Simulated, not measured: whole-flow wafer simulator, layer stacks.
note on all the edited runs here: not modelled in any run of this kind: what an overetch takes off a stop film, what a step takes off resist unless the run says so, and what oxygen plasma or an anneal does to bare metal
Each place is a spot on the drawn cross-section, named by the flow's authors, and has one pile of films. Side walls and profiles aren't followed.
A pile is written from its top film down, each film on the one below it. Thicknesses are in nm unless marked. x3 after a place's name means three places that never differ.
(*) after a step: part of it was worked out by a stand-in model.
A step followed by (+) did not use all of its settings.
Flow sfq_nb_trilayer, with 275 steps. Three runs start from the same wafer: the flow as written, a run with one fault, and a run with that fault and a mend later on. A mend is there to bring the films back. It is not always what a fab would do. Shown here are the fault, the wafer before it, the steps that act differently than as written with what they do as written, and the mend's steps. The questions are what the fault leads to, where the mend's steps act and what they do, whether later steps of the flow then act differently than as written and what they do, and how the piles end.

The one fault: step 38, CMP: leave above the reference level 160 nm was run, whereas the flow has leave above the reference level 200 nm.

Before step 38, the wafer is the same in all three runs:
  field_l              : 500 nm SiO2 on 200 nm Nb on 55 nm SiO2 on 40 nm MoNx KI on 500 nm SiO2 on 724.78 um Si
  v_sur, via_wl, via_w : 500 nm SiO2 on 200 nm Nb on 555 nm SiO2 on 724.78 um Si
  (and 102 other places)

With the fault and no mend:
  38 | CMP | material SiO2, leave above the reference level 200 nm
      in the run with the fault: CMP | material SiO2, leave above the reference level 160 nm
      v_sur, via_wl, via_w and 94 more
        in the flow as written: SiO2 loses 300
        in the run with the fault: SiO2 loses 340
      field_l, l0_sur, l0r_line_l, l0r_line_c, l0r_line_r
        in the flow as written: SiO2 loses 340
        in the run with the fault: SiO2 loses 380
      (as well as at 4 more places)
  Steps later in the flow that act otherwise than as written (4 more steps, not shown, differ only slightly: by at most 2% or 0.5 nm, whichever is larger):
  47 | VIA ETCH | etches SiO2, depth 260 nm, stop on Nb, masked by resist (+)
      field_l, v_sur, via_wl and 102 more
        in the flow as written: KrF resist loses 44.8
        in the run with the fault: KrF resist loses 41.3
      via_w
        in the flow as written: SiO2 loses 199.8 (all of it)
        in the run with the fault: SiO2 loses 159.8 (all of it)
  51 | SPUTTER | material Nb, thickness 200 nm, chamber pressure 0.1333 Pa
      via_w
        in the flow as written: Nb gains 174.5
        in the run with the fault: Nb gains 182.7
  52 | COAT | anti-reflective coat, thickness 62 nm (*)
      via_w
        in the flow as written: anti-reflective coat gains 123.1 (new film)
        in the run with the fault: anti-reflective coat gains 113.1 (new film)
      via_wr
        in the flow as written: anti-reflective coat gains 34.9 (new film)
        in the run with the fault: anti-reflective coat gains 34 (new film)
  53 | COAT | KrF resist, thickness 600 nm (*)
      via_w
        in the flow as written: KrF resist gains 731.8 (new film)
        in the run with the fault: KrF resist gains 699.5 (new film)
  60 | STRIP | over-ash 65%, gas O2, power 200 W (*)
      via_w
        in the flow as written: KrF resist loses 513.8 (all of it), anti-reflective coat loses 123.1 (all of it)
        in the run with the fault: KrF resist loses 481.7 (all of it), anti-reflective coat loses 113.1 (all of it)
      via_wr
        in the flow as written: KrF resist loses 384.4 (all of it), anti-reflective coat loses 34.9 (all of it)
        in the run with the fault: KrF resist loses 389.9 (all of it), anti-reflective coat loses 34 (all of it)
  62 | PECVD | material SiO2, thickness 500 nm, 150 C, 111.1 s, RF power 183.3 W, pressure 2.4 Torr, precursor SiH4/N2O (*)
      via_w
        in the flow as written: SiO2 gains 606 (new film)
        in the run with the fault: SiO2 gains 533.3 (new film)
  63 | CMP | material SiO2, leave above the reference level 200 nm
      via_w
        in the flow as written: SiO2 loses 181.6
        in the run with the fault: SiO2 loses 157.1
  By the end, the piles at v_sur, via_wl, via_w and 75 more depart from the flow's by more than 2% or 0.5 nm, whichever is larger.
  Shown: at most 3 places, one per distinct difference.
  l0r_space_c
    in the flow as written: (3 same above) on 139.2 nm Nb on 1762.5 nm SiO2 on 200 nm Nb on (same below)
    in the run with the fault: (3 same above) on 139.2 nm Nb on 1722.5 nm SiO2 on 200 nm Nb on (same below)
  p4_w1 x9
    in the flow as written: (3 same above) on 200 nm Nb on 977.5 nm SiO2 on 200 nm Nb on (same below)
    in the run with the fault: (3 same above) on 200 nm Nb on 937.5 nm SiO2 on 200 nm Nb on (same below)
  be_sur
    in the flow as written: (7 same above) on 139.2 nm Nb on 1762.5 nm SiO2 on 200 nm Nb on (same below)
    in the run with the fault: (7 same above) on 139.2 nm Nb on 1722.5 nm SiO2 on 200 nm Nb on (same below)

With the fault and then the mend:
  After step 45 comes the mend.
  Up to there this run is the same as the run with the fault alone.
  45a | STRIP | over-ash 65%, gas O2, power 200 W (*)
      field_l, v_sur, via_wl and 102 more
        KrF resist loses 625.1 (all of it), anti-reflective coat loses 62 (all of it)
      via_w
        anti-reflective coat loses 62 (all of it)
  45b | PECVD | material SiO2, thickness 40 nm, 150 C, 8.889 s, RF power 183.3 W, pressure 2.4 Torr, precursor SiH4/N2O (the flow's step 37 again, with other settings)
      field_l, v_sur, via_wl and 103 more
        SiO2 gains 40
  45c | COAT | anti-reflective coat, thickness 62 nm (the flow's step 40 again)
      field_l, v_sur, via_wl and 103 more
        anti-reflective coat gains 62 (new film)
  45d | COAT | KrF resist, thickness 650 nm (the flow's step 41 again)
      field_l, v_sur, via_wl and 103 more
        KrF resist gains 650 (new film)
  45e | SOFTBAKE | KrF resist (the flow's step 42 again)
      does not change any film at any place that is followed
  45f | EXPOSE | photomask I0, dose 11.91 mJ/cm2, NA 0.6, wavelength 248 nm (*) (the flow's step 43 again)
      does not change any film at any place that is followed
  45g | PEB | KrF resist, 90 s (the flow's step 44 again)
      field_l, v_sur, via_wl and 103 more
        KrF resist loses 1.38
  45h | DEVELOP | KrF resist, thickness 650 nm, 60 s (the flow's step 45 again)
      field_l, v_sur, via_wl and 102 more
        KrF resist loses 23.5
      via_w
        KrF resist loses 648.6 (all of it)
  Every later step of the flow that is run acts as written at every place that is followed.
  At every place that both follow, the piles at the end match the flow's.
